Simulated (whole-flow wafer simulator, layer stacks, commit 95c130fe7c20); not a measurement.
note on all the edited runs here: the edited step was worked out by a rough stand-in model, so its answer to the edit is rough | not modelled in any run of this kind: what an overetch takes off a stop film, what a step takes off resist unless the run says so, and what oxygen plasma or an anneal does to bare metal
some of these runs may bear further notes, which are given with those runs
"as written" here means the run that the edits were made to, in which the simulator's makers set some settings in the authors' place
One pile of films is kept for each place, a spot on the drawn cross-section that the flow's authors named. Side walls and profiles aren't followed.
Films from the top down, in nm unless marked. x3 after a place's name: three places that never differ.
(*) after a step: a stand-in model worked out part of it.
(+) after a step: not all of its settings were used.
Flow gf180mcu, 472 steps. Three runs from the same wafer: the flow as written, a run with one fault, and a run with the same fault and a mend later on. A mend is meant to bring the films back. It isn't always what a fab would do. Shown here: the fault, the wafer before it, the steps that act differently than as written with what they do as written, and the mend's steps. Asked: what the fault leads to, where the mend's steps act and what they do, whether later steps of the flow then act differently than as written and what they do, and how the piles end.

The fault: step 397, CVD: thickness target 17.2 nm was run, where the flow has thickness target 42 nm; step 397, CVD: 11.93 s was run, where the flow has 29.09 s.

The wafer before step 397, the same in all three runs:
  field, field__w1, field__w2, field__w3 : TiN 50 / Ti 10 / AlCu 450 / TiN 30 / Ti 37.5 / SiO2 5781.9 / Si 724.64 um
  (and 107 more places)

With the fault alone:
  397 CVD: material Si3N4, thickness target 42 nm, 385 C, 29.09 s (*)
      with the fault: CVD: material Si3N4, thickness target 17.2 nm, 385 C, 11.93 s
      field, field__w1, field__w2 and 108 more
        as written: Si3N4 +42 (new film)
        with the fault: Si3N4 +17.3 (new film)
  Later steps of the flow that act differently than as written (4 more steps differ only slightly, by at most 2% or 0.5 nm, whichever is larger, and aren't shown):
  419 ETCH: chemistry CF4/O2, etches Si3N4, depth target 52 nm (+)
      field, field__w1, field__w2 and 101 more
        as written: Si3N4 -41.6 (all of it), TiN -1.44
        with the fault: Si3N4 -16.9 (all of it), TiN -1.17
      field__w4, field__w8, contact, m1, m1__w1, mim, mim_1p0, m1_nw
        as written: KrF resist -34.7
        with the fault: KrF resist -16.9
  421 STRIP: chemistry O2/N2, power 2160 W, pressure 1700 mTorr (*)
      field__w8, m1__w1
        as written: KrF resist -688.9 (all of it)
        with the fault: KrF resist -706.6 (all of it)
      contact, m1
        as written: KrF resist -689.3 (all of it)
        with the fault: KrF resist -707.1 (all of it)
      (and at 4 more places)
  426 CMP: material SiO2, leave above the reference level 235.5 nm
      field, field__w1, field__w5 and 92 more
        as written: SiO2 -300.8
        with the fault: SiO2 -325.6
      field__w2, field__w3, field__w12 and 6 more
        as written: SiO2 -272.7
        with the fault: SiO2 -298.5
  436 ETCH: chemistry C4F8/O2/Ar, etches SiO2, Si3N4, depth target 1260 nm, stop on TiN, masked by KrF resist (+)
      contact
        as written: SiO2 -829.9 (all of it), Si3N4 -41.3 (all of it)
        with the fault: SiO2 -829.9 (all of it), Si3N4 -16.5 (all of it)
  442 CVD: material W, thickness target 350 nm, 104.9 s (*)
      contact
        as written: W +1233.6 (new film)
        with the fault: W +1208.6 (new film)
  At the end the piles differ from the flow's by more than 2% or 0.5 nm, whichever is larger, at field__w4, field__w8, contact, m1, m1__w1, mim, mim_1p0, m1_nw.
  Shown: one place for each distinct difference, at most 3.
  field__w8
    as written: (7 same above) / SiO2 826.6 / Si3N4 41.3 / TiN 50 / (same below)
    with the fault: (7 same above) / SiO2 826.6 / Si3N4 16.5 / TiN 50 / (same below)
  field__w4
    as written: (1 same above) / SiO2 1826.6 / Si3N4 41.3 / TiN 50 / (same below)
    with the fault: (1 same above) / SiO2 1826.6 / Si3N4 16.5 / TiN 50 / (same below)
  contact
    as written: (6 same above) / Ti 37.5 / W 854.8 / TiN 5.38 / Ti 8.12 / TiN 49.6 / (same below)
    with the fault: (6 same above) / Ti 37.5 / W 829.9 / TiN 5.46 / Ti 8.24 / TiN 49.6 / (same below)

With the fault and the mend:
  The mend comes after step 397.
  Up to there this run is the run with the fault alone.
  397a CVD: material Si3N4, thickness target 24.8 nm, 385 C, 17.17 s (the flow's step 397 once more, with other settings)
      field, field__w1, field__w2 and 108 more
        Si3N4 +24.8
  No later step of the flow acts differently than as written, at any place that is followed, by more than 2% or 0.5 nm, whichever is larger.
  At the end the piles differ from the flow's only slightly at the places that both follow, by at most 2% or 0.5 nm, whichever is larger.
